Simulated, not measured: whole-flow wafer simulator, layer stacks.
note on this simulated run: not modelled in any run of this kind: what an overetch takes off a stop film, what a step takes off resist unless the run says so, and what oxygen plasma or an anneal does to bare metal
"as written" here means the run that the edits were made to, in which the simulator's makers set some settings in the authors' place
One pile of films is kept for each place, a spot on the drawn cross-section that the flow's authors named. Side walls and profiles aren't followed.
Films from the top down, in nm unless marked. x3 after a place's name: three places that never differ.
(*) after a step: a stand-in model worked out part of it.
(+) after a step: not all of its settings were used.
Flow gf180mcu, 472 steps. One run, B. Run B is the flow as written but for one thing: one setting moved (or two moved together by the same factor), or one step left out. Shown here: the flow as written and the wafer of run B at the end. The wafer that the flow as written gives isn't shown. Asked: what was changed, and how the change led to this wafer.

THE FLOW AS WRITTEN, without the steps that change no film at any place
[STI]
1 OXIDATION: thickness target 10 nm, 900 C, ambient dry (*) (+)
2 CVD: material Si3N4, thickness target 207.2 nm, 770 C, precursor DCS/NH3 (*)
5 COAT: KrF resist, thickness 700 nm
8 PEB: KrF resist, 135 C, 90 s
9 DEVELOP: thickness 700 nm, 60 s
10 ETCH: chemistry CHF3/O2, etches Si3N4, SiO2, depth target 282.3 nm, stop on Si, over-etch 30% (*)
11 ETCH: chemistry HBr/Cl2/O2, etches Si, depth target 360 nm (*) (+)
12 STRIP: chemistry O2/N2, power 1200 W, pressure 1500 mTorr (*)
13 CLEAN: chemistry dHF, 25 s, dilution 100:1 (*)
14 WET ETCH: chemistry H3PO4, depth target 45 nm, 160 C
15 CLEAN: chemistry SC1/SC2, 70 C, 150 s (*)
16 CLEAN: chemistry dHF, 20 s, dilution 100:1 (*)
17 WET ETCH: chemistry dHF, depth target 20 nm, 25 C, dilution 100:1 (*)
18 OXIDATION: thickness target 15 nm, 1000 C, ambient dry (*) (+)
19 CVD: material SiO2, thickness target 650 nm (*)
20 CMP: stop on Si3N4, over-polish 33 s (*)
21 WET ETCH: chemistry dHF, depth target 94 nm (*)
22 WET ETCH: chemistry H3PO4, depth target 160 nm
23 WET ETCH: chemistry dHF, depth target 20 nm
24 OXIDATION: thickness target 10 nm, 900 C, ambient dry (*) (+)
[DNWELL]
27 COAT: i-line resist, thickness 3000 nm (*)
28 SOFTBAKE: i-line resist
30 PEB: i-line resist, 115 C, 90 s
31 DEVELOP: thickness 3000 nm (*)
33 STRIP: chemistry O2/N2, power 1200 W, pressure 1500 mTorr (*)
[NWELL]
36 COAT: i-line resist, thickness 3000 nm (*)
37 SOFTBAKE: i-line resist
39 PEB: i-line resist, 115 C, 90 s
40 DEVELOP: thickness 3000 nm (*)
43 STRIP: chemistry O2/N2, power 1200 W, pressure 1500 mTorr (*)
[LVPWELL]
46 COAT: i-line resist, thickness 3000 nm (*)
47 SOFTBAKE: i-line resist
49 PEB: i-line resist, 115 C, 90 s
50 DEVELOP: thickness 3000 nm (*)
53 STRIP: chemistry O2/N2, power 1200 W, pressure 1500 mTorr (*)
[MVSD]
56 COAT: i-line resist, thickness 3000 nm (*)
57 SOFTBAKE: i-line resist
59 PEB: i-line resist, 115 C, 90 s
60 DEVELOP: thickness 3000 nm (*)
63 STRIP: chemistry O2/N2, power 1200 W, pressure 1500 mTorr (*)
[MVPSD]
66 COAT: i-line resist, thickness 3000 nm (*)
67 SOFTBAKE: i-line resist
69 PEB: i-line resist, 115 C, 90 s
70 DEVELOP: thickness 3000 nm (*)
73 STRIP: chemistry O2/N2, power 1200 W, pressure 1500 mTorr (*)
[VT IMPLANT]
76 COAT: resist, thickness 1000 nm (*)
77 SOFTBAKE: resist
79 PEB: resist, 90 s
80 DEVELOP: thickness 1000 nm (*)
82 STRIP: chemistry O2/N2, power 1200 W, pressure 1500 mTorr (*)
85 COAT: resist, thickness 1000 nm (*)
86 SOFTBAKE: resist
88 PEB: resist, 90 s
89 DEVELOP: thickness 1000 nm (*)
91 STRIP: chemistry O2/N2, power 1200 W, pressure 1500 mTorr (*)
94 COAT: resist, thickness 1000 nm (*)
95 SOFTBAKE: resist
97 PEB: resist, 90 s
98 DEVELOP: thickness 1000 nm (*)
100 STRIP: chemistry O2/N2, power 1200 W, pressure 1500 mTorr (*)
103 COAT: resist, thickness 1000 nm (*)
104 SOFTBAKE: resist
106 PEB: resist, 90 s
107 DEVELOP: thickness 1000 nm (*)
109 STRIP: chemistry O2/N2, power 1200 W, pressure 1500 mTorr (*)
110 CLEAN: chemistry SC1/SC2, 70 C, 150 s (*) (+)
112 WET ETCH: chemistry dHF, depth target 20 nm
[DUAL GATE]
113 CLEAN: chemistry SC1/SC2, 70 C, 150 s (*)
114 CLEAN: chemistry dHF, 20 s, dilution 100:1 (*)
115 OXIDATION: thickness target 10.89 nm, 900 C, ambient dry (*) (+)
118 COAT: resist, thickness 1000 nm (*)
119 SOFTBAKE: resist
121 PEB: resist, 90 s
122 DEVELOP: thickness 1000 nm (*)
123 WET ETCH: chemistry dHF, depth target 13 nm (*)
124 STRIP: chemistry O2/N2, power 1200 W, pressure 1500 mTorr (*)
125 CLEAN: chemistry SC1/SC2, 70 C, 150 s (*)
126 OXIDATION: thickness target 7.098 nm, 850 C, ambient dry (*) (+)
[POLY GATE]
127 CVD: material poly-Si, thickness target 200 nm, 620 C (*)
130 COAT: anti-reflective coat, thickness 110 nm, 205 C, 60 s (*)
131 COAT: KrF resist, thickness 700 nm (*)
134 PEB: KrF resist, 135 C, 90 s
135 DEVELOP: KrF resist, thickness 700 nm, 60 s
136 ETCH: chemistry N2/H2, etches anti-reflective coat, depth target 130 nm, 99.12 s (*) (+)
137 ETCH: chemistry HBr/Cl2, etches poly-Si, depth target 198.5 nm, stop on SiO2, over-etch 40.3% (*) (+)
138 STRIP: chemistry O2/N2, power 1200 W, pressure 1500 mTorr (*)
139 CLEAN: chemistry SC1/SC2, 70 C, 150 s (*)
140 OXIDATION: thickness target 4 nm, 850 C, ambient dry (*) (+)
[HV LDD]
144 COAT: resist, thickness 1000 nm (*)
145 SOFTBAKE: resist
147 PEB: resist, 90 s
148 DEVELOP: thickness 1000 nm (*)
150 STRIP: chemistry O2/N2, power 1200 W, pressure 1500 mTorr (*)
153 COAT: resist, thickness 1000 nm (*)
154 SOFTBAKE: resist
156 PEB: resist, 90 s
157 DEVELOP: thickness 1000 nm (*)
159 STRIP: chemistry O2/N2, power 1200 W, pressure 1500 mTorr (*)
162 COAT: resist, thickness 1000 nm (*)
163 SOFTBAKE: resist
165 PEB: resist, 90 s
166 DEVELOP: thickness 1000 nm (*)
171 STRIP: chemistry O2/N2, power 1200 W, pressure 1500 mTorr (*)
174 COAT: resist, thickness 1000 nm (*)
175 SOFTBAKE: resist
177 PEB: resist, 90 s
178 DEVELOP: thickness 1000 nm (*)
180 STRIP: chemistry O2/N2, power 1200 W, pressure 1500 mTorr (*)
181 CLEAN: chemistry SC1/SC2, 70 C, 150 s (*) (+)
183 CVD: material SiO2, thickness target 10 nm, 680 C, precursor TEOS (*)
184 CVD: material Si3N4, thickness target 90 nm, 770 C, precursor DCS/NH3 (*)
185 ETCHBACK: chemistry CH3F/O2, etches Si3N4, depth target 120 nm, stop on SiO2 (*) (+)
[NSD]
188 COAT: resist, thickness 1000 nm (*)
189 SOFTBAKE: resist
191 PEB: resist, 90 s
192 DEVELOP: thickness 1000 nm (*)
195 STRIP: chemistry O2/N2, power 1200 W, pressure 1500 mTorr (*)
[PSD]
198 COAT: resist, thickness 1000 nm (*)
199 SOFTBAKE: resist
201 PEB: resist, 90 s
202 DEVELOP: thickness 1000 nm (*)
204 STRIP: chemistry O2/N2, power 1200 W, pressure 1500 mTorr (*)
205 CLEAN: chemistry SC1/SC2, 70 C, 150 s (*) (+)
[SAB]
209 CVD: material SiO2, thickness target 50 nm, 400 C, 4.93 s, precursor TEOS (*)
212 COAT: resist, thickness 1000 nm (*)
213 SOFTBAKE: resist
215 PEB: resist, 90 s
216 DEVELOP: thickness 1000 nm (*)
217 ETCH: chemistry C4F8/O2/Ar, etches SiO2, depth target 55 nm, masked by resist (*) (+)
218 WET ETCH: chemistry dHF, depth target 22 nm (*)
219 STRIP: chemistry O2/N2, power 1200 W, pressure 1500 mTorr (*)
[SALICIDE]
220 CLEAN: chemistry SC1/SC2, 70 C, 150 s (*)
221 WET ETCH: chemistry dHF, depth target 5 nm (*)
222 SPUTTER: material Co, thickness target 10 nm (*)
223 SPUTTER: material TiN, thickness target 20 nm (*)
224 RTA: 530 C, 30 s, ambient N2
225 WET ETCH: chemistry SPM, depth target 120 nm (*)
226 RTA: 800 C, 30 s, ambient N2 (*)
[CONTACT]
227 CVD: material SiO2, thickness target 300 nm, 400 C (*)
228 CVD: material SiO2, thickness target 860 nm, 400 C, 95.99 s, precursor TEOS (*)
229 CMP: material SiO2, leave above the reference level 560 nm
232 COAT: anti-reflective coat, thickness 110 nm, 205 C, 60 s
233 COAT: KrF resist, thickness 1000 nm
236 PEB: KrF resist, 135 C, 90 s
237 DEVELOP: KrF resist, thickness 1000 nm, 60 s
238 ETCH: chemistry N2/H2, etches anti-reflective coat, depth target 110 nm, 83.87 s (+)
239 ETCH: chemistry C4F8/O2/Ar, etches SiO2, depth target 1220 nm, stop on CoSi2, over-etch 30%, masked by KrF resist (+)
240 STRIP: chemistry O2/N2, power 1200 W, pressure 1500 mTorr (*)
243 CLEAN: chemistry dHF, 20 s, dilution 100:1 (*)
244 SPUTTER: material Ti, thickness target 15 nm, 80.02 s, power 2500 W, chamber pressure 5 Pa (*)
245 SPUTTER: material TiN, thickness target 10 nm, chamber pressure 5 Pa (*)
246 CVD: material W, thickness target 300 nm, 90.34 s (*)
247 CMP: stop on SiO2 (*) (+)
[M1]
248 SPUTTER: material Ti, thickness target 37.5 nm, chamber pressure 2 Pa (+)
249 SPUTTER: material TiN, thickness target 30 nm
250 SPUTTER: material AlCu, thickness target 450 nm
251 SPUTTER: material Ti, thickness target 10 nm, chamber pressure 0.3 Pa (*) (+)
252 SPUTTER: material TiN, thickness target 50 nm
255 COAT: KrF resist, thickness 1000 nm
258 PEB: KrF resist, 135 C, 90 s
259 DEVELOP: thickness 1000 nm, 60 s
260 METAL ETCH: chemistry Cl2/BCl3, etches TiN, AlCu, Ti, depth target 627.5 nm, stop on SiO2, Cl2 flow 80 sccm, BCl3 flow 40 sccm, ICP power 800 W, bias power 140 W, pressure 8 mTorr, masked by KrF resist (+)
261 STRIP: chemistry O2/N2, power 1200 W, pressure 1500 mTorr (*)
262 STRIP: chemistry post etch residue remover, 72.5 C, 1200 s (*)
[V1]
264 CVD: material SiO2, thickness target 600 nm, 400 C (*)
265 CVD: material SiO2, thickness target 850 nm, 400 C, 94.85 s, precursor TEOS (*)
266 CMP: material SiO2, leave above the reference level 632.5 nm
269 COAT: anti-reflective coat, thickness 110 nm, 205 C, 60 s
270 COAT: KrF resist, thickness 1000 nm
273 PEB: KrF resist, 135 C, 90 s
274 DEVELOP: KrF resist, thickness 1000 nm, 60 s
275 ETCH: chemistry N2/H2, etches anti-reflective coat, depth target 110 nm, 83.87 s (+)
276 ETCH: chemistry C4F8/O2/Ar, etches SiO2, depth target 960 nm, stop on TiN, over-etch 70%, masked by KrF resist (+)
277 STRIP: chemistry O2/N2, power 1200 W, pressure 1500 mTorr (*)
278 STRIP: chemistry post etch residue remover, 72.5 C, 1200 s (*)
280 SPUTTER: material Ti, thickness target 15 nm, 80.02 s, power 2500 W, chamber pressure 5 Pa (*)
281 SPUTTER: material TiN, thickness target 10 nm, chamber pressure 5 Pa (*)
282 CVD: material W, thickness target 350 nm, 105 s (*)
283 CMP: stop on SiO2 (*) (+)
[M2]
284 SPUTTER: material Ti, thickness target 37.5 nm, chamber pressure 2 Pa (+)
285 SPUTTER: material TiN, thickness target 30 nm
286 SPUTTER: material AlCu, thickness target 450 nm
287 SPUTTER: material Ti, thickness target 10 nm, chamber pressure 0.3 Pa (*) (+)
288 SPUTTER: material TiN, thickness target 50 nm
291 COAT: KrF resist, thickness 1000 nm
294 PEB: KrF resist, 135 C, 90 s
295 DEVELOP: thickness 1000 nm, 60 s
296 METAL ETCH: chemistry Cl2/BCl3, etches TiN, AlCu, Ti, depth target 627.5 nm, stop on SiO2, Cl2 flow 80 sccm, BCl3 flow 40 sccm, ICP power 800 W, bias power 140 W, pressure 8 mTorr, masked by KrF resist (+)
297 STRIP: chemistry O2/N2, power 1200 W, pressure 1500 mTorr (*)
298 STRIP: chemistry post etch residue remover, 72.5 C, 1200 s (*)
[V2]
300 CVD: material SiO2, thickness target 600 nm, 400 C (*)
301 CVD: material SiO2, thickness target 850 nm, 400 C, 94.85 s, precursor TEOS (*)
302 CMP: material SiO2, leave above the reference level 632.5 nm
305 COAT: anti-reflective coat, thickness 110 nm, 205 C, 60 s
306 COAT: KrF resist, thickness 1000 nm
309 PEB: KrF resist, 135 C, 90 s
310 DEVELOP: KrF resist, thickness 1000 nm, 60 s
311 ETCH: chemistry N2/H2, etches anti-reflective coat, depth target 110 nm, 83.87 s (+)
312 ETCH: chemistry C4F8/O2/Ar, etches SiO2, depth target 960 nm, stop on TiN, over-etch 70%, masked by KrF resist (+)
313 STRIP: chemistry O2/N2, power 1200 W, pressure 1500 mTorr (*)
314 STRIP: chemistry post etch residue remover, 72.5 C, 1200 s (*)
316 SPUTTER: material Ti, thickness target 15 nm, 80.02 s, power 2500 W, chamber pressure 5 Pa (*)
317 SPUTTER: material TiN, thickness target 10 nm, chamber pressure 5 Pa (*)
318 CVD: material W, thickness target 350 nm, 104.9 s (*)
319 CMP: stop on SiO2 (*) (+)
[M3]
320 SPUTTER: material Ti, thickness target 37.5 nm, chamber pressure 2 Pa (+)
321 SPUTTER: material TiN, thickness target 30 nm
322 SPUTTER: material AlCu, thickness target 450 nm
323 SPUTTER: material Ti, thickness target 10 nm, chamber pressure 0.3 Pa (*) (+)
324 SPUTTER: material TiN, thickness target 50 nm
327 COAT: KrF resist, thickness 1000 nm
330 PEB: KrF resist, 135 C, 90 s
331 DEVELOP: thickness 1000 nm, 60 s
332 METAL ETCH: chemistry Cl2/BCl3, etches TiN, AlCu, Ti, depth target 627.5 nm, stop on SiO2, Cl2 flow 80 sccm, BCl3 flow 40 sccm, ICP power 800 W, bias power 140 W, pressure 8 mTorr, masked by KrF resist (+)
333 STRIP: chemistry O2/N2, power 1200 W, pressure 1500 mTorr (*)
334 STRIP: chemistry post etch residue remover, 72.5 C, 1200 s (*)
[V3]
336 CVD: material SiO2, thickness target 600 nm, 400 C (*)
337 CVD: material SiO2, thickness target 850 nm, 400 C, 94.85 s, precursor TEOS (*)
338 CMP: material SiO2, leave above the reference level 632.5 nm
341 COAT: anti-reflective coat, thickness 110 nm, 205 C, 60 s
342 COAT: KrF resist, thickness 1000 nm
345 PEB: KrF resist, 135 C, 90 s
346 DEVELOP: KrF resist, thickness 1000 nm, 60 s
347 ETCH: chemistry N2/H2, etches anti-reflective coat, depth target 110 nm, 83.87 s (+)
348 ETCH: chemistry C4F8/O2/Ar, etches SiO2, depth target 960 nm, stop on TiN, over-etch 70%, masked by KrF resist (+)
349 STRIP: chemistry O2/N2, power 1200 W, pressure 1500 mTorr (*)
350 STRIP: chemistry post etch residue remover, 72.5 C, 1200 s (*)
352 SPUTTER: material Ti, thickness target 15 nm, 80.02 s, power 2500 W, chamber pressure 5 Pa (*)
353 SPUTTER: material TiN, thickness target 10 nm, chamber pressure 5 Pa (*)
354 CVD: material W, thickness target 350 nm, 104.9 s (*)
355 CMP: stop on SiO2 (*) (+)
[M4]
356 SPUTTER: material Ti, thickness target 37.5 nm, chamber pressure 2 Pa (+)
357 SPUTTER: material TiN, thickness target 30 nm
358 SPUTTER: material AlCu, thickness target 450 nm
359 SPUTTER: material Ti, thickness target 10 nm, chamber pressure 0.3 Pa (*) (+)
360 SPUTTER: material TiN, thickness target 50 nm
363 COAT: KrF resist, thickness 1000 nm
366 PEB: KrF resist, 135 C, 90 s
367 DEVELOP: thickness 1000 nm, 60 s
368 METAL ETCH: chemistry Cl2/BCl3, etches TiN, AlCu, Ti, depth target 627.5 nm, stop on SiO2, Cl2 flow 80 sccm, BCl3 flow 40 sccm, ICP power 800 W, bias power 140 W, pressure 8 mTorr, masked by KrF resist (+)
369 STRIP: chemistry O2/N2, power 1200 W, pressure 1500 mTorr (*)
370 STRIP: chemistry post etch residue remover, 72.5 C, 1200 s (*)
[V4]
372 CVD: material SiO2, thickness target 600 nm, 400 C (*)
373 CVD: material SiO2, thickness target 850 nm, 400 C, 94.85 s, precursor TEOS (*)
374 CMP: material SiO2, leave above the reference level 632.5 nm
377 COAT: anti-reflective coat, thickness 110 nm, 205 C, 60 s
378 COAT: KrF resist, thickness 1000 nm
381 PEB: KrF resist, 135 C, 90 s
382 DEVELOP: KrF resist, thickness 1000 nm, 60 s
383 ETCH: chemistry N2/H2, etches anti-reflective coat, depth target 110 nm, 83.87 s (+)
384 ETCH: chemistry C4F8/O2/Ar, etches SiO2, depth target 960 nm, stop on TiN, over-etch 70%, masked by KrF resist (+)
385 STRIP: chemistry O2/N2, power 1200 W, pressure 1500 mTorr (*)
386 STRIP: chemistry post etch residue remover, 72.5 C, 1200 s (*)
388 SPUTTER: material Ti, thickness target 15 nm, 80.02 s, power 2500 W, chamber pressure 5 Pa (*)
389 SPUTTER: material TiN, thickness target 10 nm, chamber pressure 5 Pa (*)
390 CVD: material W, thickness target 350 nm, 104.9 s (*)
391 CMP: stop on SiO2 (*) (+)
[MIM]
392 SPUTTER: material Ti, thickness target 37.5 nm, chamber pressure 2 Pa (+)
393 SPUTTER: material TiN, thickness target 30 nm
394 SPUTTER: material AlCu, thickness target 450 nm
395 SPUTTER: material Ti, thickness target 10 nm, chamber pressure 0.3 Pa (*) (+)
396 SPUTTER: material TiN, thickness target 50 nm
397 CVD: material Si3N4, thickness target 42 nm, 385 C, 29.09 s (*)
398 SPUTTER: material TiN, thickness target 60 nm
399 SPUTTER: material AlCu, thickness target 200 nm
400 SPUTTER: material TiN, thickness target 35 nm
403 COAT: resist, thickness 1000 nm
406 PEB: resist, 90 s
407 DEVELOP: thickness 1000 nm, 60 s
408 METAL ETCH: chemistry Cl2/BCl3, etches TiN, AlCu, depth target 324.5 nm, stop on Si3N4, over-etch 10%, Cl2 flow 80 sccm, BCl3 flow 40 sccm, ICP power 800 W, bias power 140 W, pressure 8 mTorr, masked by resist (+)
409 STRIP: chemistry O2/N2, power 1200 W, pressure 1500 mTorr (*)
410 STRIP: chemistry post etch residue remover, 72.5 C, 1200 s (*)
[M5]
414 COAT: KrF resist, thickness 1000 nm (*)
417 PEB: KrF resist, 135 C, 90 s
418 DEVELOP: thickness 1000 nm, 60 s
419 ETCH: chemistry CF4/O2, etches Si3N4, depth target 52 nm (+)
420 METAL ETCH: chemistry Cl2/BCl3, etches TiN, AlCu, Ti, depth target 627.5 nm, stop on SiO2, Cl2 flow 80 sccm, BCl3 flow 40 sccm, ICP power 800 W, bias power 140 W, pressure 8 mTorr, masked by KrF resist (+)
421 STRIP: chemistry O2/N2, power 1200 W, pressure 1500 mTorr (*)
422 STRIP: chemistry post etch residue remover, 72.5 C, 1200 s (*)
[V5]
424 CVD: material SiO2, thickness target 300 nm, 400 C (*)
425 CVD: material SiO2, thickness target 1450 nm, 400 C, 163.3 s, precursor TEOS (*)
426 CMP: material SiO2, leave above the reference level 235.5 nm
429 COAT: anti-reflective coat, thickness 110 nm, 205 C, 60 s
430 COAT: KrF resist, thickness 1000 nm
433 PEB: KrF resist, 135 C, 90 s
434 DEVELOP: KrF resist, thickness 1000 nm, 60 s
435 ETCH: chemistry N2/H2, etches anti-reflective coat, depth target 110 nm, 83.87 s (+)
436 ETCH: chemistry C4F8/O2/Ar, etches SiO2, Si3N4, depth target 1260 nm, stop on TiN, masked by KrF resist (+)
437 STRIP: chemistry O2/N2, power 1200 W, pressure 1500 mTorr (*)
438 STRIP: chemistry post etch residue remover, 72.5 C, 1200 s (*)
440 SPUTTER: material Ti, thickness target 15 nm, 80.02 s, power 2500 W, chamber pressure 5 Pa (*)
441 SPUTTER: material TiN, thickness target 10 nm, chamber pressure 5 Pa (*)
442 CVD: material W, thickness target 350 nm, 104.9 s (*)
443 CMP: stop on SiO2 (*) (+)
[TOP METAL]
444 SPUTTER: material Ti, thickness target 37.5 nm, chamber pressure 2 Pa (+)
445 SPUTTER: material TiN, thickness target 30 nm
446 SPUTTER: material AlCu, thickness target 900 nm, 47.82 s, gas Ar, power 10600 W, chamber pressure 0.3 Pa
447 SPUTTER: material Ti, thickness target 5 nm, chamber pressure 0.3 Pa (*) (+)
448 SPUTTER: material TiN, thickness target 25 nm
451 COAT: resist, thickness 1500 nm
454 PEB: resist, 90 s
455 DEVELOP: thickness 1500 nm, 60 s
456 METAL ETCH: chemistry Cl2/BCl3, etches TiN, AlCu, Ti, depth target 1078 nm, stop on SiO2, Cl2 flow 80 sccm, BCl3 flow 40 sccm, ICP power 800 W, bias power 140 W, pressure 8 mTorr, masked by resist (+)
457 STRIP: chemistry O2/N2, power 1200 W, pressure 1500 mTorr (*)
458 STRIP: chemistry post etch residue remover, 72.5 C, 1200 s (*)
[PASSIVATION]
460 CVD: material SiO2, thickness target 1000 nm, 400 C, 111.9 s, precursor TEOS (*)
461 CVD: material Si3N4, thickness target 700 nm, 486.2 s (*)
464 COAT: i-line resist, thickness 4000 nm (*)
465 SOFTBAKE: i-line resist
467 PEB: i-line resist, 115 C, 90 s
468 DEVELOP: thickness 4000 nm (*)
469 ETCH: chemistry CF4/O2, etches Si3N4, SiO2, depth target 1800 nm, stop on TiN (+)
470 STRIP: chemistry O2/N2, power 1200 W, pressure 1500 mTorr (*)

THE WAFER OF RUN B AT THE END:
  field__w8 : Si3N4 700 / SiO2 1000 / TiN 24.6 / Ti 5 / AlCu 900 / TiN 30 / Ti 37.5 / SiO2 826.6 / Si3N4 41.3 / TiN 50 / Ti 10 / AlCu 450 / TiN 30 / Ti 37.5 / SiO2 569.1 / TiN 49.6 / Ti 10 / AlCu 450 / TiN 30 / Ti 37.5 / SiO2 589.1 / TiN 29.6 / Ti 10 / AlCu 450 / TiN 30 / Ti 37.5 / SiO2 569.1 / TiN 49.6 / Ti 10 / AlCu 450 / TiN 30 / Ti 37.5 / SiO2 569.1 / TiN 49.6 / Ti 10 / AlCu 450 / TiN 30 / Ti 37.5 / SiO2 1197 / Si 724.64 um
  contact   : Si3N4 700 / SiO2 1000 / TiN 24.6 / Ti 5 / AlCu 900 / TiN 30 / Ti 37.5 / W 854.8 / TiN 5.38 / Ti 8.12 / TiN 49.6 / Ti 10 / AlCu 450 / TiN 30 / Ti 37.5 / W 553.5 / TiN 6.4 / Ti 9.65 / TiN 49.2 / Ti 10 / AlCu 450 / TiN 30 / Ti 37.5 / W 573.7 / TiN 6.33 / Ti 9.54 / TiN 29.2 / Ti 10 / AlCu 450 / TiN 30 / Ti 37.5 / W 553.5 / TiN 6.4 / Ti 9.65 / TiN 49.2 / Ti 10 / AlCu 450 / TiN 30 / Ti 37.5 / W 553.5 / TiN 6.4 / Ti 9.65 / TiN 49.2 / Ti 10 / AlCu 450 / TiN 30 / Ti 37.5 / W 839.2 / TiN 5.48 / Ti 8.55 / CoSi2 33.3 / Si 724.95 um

The cause: step 324, SPUTTER: thickness target 30 nm was run, where the flow has thickness target 50 nm.

How the change led to this, step by step:
  324 SPUTTER: material TiN, thickness target 50 nm
      field, field__w1, field__w2 and 108 more: TiN +30 (new film) (as written it would be: TiN +50 (new film))
  332 METAL ETCH: chemistry Cl2/BCl3, etches TiN, AlCu, Ti, depth target 627.5 nm, stop on SiO2, Cl2 flow 80 sccm, BCl3 flow 40 sccm, ICP power 800 W, bias power 140 W, pressure 8 mTorr, masked by KrF resist (+)
      field, field__w1, field__w2 and 103 more: TiN -30 (all of it), Ti -10 (all of it), AlCu -450 (all of it), TiN -30 (all of it), Ti -37.5 (all of it) (as written it would be: TiN -50 (all of it), Ti -10 (all of it), AlCu -450 (all of it), TiN -30 (all of it), Ti -37.5 (all of it))
  338 CMP: material SiO2, leave above the reference level 632.5 nm
      field__w8, contact, m1, m1__w1, m1_nw: SiO2 -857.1 (as written it would be: SiO2 -877.1)
  348 ETCH: chemistry C4F8/O2/Ar, etches SiO2, depth target 960 nm, stop on TiN, over-etch 70%, masked by KrF resist (+)
      contact: SiO2 -592.1 (all of it) (as written it would be: SiO2 -572.1 (all of it))
  354 CVD: material W, thickness target 350 nm, 104.9 s (*)
      contact: W +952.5 (new film) (as written it would be: W +932.3 (new film))
